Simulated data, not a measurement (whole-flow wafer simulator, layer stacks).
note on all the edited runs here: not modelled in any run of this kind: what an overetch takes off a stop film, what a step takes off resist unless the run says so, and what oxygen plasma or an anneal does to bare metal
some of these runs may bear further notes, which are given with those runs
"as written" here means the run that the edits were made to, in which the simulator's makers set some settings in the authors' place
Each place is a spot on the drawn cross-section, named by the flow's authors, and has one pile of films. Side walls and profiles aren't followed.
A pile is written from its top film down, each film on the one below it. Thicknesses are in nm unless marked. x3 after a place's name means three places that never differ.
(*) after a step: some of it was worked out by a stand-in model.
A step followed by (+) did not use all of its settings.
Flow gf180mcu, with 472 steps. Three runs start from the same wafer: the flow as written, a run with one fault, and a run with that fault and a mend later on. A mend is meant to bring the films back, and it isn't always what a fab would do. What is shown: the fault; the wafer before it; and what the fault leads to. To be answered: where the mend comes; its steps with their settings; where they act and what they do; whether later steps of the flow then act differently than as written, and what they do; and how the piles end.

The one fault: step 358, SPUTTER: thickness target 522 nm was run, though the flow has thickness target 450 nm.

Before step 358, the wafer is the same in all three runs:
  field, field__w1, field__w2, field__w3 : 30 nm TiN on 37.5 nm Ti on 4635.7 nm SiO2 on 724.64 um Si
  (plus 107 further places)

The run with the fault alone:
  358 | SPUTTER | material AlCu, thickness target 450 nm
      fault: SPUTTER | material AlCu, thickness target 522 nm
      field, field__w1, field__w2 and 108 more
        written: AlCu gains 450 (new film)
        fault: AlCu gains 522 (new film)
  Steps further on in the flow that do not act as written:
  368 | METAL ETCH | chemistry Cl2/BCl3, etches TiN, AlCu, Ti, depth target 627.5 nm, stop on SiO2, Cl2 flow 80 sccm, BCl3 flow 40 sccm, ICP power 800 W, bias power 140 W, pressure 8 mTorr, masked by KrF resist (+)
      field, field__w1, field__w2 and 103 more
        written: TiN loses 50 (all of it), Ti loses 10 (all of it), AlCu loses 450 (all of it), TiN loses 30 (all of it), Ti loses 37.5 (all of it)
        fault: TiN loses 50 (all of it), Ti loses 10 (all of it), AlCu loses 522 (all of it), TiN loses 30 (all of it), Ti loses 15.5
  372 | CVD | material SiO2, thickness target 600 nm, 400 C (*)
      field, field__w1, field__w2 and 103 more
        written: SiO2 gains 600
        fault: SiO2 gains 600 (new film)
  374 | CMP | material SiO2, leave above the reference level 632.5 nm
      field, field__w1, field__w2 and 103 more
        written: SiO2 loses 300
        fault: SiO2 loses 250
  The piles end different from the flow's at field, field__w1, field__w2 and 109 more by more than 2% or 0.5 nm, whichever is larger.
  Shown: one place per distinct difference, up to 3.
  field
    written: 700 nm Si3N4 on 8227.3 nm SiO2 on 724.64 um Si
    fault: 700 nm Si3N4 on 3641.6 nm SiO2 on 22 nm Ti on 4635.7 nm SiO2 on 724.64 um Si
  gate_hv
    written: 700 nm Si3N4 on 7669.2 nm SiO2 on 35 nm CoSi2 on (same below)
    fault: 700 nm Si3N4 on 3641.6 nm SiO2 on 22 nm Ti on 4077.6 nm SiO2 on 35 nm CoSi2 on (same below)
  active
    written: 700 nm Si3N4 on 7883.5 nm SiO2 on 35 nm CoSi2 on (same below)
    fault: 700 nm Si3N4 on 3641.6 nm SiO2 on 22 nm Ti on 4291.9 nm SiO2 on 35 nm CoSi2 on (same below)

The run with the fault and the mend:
  After step 358 comes the mend.
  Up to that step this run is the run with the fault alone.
  358a | METAL ETCH | chemistry Cl2/BCl3, etches TiN, AlCu, Ti, depth target 72 nm, Cl2 flow 80 sccm, BCl3 flow 40 sccm, ICP power 800 W, bias power 140 W, pressure 8 mTorr (a further turn of the flow's step 260, with different settings)
      field, field__w1, field__w2 and 108 more
        AlCu loses 72
  None of the later steps of the flow acts differently than as written at any place that is followed.
  The piles end the same as the flow's at every place that both follow.
